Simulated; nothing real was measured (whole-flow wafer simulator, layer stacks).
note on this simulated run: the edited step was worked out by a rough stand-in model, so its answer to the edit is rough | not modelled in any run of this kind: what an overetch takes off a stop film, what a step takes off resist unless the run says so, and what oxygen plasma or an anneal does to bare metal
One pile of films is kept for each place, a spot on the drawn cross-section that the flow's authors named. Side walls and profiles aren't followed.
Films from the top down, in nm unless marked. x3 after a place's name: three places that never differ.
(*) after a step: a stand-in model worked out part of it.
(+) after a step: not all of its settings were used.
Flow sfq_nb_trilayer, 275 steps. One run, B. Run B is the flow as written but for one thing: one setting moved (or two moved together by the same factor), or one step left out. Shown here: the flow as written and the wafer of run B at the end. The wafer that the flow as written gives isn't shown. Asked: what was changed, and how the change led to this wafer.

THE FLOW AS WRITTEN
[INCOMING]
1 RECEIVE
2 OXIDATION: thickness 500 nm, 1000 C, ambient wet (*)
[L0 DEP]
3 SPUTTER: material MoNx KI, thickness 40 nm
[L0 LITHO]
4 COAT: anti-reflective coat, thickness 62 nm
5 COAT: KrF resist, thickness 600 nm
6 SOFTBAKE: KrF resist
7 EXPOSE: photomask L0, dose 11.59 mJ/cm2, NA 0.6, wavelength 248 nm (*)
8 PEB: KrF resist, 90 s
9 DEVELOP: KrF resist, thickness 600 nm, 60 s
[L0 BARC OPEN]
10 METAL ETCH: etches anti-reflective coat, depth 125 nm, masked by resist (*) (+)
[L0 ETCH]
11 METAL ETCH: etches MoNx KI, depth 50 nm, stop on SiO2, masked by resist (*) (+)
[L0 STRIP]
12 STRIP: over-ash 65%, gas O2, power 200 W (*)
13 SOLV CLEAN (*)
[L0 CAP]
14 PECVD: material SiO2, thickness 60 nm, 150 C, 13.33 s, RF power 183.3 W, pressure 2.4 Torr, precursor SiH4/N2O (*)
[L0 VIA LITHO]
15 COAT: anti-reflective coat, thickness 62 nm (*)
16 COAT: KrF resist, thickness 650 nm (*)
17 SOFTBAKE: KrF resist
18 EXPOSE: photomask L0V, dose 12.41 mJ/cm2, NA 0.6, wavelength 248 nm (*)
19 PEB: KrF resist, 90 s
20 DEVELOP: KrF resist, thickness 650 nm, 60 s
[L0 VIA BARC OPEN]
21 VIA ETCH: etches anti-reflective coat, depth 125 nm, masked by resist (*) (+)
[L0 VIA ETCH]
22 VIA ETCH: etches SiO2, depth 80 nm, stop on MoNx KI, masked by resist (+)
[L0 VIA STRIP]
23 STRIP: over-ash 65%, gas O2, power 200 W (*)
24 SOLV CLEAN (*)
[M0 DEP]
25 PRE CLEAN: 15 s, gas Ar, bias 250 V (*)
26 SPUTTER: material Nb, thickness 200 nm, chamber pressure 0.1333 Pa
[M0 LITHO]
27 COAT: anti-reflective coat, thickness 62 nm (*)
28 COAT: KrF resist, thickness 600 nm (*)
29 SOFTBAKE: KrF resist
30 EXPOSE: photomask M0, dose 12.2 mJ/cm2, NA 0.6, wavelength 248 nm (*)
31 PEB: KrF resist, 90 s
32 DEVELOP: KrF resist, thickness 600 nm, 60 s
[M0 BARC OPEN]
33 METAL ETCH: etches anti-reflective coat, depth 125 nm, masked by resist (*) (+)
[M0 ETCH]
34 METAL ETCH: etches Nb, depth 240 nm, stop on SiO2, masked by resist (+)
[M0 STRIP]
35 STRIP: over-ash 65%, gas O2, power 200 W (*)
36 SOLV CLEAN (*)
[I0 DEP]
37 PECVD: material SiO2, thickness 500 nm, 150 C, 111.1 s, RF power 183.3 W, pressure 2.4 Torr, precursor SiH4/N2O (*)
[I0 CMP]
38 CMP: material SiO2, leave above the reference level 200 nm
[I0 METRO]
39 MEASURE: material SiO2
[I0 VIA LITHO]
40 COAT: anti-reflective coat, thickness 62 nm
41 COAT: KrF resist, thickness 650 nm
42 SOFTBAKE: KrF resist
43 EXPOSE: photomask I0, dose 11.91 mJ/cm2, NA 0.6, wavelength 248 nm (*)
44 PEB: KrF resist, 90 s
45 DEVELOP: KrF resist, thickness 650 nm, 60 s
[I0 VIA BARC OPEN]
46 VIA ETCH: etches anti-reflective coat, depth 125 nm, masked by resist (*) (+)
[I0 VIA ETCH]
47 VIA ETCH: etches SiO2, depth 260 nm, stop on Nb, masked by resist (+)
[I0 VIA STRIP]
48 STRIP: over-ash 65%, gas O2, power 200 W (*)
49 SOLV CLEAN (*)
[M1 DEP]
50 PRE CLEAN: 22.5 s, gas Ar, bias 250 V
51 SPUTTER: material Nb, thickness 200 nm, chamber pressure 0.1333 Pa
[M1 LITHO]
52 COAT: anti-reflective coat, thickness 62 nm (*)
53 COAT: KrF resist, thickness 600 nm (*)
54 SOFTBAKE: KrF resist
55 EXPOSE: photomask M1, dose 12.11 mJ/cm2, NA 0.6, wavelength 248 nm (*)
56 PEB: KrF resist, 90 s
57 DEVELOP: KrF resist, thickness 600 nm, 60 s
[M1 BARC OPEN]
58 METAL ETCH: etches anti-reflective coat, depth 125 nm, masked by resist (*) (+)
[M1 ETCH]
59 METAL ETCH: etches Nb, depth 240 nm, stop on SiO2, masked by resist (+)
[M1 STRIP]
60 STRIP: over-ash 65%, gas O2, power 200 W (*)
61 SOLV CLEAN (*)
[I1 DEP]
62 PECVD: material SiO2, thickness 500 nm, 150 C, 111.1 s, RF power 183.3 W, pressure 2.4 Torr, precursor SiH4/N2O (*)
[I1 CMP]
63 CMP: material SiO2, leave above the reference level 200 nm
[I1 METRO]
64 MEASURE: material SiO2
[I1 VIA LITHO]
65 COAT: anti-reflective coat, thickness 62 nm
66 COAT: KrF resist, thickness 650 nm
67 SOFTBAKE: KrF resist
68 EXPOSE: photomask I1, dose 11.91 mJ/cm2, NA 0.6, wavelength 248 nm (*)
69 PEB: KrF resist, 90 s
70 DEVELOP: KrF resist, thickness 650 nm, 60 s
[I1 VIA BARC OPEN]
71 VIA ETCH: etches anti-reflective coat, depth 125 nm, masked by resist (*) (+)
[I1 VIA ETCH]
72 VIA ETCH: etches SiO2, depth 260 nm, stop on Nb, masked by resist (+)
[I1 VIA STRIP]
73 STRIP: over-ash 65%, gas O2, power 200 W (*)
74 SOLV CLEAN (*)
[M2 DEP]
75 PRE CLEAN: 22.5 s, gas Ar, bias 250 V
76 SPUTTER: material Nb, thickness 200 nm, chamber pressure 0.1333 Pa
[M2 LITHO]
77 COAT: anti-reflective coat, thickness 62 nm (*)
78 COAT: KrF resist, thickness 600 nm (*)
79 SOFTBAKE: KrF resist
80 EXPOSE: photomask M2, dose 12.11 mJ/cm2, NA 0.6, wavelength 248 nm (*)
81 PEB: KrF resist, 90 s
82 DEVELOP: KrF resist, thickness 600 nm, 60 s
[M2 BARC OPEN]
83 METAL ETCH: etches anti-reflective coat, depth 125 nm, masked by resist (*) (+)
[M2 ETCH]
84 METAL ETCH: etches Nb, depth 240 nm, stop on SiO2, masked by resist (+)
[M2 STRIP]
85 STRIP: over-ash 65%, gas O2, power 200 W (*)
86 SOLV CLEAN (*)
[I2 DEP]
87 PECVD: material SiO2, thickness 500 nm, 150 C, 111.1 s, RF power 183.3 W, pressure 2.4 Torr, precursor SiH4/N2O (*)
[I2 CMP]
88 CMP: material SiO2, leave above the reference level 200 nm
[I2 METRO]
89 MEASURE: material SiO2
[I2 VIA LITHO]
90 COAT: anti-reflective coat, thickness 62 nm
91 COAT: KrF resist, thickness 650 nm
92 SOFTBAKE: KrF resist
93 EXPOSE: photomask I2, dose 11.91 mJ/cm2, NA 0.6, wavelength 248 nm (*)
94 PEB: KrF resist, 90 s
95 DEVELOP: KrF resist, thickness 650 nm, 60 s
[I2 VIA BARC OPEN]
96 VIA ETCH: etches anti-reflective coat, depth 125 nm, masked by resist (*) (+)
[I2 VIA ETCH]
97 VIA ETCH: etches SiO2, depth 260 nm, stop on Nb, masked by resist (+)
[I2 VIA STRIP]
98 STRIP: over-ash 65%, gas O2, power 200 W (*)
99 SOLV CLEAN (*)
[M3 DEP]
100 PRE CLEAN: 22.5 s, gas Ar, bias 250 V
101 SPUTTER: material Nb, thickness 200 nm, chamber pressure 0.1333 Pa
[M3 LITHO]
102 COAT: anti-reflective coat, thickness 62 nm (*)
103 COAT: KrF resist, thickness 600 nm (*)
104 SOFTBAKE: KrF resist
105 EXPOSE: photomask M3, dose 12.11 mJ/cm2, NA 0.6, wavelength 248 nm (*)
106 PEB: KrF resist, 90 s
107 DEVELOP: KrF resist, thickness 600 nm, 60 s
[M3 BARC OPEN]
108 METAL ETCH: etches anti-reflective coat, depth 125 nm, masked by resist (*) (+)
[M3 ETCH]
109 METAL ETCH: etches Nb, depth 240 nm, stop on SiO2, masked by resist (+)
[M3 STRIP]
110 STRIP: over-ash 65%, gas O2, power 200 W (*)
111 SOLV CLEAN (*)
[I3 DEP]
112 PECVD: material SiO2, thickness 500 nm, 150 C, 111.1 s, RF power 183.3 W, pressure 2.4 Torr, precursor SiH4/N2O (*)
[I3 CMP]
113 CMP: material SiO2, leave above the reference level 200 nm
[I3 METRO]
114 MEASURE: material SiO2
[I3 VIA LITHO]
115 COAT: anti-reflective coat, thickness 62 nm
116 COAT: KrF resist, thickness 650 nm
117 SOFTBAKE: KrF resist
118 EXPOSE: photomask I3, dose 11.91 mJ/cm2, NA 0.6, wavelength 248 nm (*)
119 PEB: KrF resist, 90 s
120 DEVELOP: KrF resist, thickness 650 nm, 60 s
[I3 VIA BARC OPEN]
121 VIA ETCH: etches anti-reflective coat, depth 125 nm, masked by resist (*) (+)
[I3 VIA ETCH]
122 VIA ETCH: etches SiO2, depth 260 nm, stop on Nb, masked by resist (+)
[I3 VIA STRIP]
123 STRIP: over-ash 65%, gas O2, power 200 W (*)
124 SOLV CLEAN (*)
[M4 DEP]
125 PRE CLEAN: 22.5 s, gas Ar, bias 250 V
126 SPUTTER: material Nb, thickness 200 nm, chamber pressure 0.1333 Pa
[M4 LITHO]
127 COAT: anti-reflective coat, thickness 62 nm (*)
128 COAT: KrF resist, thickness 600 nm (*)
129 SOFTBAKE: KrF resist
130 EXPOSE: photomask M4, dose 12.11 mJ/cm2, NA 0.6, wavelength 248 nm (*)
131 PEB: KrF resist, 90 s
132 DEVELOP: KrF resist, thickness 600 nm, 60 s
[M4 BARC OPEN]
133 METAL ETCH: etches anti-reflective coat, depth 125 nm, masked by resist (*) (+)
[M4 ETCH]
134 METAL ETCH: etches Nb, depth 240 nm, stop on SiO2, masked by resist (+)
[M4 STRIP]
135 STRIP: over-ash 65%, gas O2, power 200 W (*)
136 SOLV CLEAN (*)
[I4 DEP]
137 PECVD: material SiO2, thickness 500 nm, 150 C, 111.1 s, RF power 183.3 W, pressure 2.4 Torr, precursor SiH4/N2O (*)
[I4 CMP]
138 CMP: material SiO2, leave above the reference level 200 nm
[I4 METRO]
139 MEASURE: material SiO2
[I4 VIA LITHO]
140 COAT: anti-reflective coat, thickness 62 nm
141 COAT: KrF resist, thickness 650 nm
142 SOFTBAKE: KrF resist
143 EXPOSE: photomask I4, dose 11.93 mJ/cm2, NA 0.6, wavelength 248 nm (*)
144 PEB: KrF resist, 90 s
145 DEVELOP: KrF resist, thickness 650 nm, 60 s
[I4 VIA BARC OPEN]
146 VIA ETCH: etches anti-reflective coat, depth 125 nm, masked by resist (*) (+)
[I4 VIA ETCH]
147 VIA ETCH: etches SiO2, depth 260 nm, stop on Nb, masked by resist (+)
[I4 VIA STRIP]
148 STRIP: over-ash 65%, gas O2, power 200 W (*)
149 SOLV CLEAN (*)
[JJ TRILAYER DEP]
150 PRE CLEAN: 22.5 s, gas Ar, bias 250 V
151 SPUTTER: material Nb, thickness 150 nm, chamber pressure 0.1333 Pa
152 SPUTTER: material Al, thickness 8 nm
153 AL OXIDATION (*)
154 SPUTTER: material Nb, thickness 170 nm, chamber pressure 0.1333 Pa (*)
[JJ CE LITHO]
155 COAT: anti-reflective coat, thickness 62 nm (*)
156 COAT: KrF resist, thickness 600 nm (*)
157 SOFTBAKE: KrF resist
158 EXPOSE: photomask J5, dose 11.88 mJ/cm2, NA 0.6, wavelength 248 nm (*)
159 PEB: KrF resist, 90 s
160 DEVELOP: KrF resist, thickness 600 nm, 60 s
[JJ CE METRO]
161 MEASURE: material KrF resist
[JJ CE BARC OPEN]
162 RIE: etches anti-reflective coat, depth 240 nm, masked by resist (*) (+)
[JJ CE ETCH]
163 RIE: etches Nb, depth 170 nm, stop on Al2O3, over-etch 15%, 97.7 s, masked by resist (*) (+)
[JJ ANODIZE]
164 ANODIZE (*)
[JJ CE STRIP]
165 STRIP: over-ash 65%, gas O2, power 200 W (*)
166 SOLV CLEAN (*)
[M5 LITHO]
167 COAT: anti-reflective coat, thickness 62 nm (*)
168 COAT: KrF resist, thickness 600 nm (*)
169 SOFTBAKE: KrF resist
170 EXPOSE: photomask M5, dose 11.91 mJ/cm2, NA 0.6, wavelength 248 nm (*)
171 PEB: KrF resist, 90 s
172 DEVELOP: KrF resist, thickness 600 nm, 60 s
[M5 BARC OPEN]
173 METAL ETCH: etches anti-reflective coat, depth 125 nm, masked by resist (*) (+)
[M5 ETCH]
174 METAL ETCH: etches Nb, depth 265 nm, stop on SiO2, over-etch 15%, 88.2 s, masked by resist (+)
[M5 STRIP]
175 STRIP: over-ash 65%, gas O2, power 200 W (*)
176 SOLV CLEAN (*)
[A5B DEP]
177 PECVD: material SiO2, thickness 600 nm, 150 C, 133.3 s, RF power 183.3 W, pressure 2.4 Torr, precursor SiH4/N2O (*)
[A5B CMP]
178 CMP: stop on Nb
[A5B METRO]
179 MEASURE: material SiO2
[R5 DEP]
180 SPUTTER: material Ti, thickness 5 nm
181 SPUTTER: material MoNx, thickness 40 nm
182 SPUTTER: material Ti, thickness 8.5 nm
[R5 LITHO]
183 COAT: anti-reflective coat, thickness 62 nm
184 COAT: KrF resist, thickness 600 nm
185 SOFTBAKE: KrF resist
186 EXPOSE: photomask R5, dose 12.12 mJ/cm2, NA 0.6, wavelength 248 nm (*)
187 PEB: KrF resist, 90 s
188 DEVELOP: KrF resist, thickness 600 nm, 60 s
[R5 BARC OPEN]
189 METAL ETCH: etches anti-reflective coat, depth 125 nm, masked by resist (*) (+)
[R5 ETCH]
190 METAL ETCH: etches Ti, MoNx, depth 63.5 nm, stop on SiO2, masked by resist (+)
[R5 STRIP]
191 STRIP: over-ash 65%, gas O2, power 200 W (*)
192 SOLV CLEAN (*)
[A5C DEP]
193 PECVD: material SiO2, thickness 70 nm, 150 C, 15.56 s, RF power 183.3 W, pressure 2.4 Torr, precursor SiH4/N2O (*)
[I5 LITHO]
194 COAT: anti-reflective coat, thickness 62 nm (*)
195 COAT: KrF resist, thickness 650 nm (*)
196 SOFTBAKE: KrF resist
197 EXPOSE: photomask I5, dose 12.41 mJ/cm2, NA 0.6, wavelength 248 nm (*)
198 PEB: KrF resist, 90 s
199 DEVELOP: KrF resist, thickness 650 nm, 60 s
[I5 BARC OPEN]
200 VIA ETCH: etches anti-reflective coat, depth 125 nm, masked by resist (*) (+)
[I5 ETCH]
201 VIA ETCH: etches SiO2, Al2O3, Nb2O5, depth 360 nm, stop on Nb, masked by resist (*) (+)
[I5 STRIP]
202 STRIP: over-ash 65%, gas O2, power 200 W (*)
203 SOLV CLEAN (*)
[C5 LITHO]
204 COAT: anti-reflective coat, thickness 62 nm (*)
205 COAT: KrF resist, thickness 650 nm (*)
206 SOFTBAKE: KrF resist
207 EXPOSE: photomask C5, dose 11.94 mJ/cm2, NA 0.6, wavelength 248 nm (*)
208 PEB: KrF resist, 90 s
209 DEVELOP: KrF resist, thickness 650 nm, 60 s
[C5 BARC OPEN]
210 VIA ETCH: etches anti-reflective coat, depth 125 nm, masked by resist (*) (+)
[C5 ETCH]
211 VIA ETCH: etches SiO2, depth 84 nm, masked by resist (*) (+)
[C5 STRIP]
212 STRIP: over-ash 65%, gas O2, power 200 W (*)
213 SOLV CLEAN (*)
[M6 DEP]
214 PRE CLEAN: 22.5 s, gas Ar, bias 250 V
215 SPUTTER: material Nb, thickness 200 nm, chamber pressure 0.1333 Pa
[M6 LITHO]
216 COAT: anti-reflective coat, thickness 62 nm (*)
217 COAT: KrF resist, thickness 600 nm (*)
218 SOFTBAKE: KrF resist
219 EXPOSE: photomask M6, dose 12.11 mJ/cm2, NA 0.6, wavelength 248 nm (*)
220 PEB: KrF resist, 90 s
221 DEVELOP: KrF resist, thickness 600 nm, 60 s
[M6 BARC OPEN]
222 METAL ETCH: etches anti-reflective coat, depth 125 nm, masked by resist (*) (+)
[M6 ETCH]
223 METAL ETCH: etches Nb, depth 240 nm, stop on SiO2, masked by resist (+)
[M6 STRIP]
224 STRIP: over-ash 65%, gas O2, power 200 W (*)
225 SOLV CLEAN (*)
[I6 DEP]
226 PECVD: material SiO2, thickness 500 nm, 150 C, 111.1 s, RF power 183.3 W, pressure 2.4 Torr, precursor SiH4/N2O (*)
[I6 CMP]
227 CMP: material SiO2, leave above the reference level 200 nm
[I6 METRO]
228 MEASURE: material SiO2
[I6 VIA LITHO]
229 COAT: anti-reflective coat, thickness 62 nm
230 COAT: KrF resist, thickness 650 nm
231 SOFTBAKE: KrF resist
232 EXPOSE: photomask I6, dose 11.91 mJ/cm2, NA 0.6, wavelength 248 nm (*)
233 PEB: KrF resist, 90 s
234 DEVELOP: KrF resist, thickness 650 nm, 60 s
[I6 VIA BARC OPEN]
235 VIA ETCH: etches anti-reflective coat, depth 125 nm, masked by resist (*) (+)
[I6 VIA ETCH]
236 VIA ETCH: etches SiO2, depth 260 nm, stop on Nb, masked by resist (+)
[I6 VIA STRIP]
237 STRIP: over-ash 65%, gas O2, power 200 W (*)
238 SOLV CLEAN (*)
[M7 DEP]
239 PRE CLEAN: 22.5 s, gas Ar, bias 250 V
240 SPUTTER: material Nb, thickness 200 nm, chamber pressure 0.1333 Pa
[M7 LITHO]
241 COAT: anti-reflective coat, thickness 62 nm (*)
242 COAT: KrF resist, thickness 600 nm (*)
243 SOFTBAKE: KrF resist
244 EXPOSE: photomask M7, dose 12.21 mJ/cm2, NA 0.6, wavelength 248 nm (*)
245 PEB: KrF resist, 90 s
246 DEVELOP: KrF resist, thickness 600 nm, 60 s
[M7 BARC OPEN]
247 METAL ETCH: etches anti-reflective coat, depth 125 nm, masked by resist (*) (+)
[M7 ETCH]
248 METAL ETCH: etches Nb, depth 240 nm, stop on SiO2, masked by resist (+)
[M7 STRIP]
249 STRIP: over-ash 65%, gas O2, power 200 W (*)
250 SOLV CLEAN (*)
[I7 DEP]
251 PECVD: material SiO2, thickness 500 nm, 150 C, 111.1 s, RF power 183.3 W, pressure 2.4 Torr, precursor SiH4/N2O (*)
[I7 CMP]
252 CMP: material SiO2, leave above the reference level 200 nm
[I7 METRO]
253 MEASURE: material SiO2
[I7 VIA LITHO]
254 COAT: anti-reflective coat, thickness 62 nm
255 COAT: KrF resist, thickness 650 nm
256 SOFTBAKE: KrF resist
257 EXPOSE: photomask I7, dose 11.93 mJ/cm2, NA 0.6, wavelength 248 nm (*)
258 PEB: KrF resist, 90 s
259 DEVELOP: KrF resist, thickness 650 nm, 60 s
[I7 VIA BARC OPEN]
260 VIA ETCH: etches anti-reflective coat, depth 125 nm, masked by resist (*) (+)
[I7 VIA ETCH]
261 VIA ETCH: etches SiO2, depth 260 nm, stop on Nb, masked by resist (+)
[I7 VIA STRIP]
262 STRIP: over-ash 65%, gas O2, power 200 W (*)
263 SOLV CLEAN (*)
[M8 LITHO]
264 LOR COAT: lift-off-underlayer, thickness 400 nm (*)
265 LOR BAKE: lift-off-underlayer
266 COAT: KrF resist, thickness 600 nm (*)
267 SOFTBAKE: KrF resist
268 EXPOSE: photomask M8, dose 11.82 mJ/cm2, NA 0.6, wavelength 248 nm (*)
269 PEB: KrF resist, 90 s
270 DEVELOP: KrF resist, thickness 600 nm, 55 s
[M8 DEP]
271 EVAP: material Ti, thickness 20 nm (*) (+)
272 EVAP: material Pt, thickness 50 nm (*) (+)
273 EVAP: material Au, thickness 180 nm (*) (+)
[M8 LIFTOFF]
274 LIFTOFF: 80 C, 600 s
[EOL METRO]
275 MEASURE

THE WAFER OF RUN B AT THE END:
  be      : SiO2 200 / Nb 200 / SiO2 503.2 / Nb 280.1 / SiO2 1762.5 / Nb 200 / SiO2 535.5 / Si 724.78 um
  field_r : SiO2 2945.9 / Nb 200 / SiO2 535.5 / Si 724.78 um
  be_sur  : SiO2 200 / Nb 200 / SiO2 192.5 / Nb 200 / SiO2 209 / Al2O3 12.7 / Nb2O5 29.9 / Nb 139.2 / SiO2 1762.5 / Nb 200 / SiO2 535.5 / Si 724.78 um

The cause: step 14, PECVD: thickness 40.5 nm was run, where the flow has thickness 60 nm; step 14, PECVD: 9 s was run, where the flow has 13.33 s.

How the change led to this, step by step:
  14 PECVD: material SiO2, thickness 60 nm, 150 C, 13.33 s, RF power 183.3 W, pressure 2.4 Torr, precursor SiH4/N2O (*)
      v_sur, via_wl, via_w and 97 more: SiO2 +40.5 (as written it would be: SiO2 +60)
      field_l, l0_sur, l0v, l0r_line_l, l0r_line_c, l0r_line_r: SiO2 +40.5 (new film) (as written it would be: SiO2 +60 (new film))
  22 VIA ETCH: etches SiO2, depth 80 nm, stop on MoNx KI, masked by resist (+)
      field_l, v_sur, via_wl and 102 more: KrF resist -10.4 (as written it would be: KrF resist -13.8)
      l0v: SiO2 -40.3 (all of it) (as written it would be: SiO2 -59.8 (all of it))
  26 SPUTTER: material Nb, thickness 200 nm, chamber pressure 0.1333 Pa
      l0v: Nb +200 (new film) (as written it would be: Nb +195.7 (new film))
  27 COAT: anti-reflective coat, thickness 62 nm (*)
      l0_sur: anti-reflective coat +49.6 (new film) (as written it would be: anti-reflective coat +47.5 (new film))
      l0v: anti-reflective coat +71.6 (new film) (as written it would be: anti-reflective coat +78 (new film))
  28 COAT: KrF resist, thickness 600 nm (*)
      l0v: KrF resist +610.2 (new film) (as written it would be: KrF resist +622.9 (new film))
  35 STRIP: over-ash 65%, gas O2, power 200 W (*)
      l0_sur: KrF resist -373.3 (all of it), anti-reflective coat -49.6 (all of it) (as written it would be: KrF resist -372 (all of it), anti-reflective coat -47.5 (all of it))
      l0v: KrF resist -392.6 (all of it), anti-reflective coat -71.6 (all of it) (as written it would be: KrF resist -405.3 (all of it), anti-reflective coat -78 (all of it))
  38 CMP: material SiO2, leave above the reference level 200 nm
      l0v: SiO2 -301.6 (as written it would be: SiO2 -277.8)
